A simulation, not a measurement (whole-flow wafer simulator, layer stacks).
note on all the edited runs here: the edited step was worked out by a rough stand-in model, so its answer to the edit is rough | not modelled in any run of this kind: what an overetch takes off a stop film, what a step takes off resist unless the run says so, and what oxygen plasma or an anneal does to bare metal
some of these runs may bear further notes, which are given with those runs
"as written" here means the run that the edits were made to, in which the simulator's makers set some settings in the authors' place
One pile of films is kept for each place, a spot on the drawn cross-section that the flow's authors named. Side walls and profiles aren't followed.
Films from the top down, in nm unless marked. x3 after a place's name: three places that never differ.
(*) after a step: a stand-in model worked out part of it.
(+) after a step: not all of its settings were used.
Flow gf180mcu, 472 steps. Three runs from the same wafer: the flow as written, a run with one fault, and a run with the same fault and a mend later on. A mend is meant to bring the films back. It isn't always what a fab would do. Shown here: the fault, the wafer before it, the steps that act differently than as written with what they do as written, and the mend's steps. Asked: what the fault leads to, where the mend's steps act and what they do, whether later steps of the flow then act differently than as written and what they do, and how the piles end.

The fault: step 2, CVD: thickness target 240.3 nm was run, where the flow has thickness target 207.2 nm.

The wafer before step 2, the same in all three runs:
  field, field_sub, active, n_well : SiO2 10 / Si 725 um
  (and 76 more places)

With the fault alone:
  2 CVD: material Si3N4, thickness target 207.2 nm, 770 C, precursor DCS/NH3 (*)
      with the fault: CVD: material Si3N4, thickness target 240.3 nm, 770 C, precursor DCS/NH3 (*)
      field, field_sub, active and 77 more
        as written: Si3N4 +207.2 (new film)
        with the fault: Si3N4 +240.3 (new film)
  Later steps of the flow that act differently than as written (88 more steps differ only slightly, by at most 2% or 0.5 nm, whichever is larger, and aren't shown):
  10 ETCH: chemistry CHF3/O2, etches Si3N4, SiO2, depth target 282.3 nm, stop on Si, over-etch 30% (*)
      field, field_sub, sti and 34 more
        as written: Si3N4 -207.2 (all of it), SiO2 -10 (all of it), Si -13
        with the fault: Si3N4 -240.3 (all of it), SiO2 -10 (all of it), Si -6.4
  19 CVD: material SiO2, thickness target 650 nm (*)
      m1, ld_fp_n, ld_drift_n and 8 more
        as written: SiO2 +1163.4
        with the fault: SiO2 +1196.5
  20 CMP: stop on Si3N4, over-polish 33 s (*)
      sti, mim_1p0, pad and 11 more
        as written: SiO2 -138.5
        with the fault: SiO2 -105.3
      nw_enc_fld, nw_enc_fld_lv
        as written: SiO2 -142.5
        with the fault: SiO2 -109.3
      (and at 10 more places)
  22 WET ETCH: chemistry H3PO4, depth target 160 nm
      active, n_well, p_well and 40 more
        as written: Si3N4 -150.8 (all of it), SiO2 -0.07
        with the fault: Si3N4 -160.1
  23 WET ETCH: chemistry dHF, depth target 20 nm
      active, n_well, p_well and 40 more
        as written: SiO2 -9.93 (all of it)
        with the fault: Si3N4 -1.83
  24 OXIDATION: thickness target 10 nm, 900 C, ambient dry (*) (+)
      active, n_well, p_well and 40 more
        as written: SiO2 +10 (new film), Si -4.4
        with the fault: nothing
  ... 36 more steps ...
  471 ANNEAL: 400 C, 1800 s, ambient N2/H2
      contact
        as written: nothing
        with the fault: under 49 films: void +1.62 (new film), Ti -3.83, TiSi first +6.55 (new film), Si -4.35
  At the end the piles differ from the flow's by more than 2% or 0.5 nm, whichever is larger, at field__w8, active, n_well and 56 more.
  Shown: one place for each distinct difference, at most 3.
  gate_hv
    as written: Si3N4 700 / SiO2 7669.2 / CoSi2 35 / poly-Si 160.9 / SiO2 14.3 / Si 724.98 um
    with the fault: Si3N4 700 / SiO2 7682.3 / CoSi2 35 / poly-Si 160.9 / Si3N4 19 / SiO2 10 / Si 725 um
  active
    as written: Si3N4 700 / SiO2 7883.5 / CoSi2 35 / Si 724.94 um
    with the fault: Si3N4 700 / SiO2 7883.4 / Si3N4 13.7 / SiO2 10 / Si 725 um
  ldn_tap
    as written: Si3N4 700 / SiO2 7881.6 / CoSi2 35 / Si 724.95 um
    with the fault: Si3N4 700 / SiO2 7881.9 / Si3N4 15.2 / SiO2 10 / Si 725 um

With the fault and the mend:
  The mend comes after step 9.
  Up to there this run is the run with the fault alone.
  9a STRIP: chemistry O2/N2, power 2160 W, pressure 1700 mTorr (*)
      active, n_well, p_well and 40 more
        KrF resist -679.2 (all of it)
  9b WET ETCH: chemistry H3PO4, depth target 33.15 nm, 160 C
      field, field_sub, active and 77 more
        Si3N4 -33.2
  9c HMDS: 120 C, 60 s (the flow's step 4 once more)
      changes no film at any place that is followed
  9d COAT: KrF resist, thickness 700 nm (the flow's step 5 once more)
      field, field_sub, active and 77 more
        KrF resist +700 (new film)
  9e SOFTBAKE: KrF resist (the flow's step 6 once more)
      changes no film at any place that is followed
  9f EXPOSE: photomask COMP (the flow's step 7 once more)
      changes no film at any place that is followed
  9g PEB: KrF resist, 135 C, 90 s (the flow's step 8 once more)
      field, field_sub, active and 77 more
        KrF resist -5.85
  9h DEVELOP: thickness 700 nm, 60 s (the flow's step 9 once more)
      active, n_well, p_well and 40 more
        KrF resist -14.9
      field, field_sub, sti and 34 more
        KrF resist -694.2 (all of it)
  No later step of the flow acts differently than as written, at any place that is followed, by more than 2% or 0.5 nm, whichever is larger.
  At the end the piles are the same as the flow's at every place that both follow.
